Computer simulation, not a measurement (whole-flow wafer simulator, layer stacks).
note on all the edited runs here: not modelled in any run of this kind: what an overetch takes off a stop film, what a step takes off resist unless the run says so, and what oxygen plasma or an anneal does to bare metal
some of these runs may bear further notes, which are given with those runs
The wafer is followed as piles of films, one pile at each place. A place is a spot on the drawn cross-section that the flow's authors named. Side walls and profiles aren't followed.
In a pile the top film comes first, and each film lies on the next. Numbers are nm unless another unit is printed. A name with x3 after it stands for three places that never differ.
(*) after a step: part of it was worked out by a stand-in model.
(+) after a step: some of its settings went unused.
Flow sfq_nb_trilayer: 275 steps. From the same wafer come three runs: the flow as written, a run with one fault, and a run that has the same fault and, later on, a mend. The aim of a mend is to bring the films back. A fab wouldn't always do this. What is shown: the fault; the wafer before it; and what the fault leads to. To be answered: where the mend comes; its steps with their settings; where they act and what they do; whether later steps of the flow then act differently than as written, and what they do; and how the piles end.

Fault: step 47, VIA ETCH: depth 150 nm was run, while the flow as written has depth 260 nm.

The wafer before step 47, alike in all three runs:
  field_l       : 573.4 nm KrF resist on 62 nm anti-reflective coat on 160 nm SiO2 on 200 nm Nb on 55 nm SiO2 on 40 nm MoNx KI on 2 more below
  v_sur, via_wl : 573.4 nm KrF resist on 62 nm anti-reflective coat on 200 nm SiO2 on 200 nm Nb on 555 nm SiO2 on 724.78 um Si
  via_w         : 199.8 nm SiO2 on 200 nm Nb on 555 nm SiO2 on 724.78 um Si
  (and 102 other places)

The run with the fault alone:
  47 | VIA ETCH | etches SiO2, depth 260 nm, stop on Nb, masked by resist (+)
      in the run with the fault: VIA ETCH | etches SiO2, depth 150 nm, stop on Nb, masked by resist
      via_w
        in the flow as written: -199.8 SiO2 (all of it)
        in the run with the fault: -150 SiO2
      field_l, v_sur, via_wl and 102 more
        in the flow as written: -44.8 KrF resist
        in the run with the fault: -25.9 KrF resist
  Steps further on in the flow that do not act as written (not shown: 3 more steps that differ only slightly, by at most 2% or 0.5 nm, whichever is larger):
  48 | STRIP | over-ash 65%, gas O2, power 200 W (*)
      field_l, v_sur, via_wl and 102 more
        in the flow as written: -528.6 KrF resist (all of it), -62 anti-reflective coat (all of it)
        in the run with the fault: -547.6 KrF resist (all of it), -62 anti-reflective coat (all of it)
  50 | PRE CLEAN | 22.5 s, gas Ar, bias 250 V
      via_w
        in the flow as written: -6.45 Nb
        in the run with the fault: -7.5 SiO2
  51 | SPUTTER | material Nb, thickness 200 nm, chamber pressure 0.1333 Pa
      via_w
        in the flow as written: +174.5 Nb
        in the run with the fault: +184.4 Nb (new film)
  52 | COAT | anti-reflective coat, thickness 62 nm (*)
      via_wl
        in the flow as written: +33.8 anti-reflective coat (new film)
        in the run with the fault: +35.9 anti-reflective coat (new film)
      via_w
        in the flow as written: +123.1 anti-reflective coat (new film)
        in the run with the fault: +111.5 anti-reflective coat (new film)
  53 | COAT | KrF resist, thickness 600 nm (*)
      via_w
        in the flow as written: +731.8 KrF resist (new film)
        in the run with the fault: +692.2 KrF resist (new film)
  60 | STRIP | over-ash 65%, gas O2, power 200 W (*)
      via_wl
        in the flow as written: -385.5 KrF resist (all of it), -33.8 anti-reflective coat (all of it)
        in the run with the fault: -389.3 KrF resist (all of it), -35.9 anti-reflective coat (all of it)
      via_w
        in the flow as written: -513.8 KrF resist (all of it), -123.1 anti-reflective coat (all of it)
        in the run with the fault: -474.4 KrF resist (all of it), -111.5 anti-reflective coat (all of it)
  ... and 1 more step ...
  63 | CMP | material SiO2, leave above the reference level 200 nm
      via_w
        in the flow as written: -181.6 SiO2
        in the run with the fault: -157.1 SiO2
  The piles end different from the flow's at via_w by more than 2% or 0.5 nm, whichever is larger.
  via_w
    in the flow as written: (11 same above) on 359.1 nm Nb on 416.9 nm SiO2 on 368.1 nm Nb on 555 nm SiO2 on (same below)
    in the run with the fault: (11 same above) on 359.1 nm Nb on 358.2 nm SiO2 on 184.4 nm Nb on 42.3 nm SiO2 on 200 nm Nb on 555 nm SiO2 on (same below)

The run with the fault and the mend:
  The mend follows step 48.
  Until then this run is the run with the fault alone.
  48a | COAT | anti-reflective coat, thickness 62 nm (*) (the flow's step 40 again)
      p4_fl x3, p4_w1 x9, p4_g1 x2 and 63 more
        +62 anti-reflective coat (new film)
      ce_l, c5j, ce_r and 9 more
        +61.8 anti-reflective coat (new film)
      lsp_m, ln_m6, lsp_r, l0_sur, l0v
        +61.9 anti-reflective coat (new film)
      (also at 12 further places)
  48b | COAT | KrF resist, thickness 650 nm (*) (the flow's step 41 again)
      p4_fl x3, p4_w1 x9, p4_g1 x2 and 63 more
        +650 KrF resist (new film)
      r_end, moat, field_r and 6 more
        +649.6 KrF resist (new film)
      be_r, r_sur, res, l0v
        +649.5 KrF resist (new film)
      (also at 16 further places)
  48c | SOFTBAKE | KrF resist (the flow's step 42 again)
      leaves every film unchanged at each place that is followed
  48d | EXPOSE | photomask I0, dose 11.91 mJ/cm2, NA 0.6, wavelength 248 nm (*) (the flow's step 43 again)
      leaves every film unchanged at each place that is followed
  48e | PEB | KrF resist, 90 s (the flow's step 44 again)
      gap, jj_sur, ce_l and 93 more
        -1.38 KrF resist
      via_v, wire, be, be_sur
        -1.37 KrF resist
      field_l, v_sur, via_sp
        -1.36 KrF resist
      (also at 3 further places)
  48f | DEVELOP | KrF resist, thickness 650 nm, 60 s (the flow's step 45 again)
      field_l, v_sur, via_wl and 102 more
        -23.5 KrF resist
      via_w
        -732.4 KrF resist (all of it)
  48g | VIA ETCH | etches anti-reflective coat, depth 125 nm, masked by resist (+) (the flow's step 46 again)
      field_l, v_sur, via_wl and 102 more
        -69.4 KrF resist
      via_w
        -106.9 anti-reflective coat (all of it)
  48h | VIA ETCH | etches SiO2, depth 110 nm, stop on Nb, masked by resist (+) (the flow's step 47 again, with other settings)
      field_l, v_sur, via_wl and 102 more
        -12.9 KrF resist
      via_w
        -49.8 SiO2 (all of it)
  48i | STRIP | over-ash 65%, gas O2, power 200 W (*) (the flow's step 48 again)
      p4_fl x3, p4_w1 x9, p4_g1 x2 and 63 more
        -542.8 KrF resist (all of it), -62 anti-reflective coat (all of it)
      be_r, r_sur, res, r_end
        -542.3 KrF resist (all of it), -61.8 anti-reflective coat (all of it)
      moat, field_r, lsp_l, ln_m5
        -542.4 KrF resist (all of it), -61.8 anti-reflective coat (all of it)
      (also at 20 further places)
  Every later step of the flow that is run acts as written, at every place that is followed, to within 2% or 0.5 nm, whichever is larger.
  When the end is reached, the piles differ only a little from the flow's at the places that both follow, at most by 2% or 0.5 nm, whichever is larger.
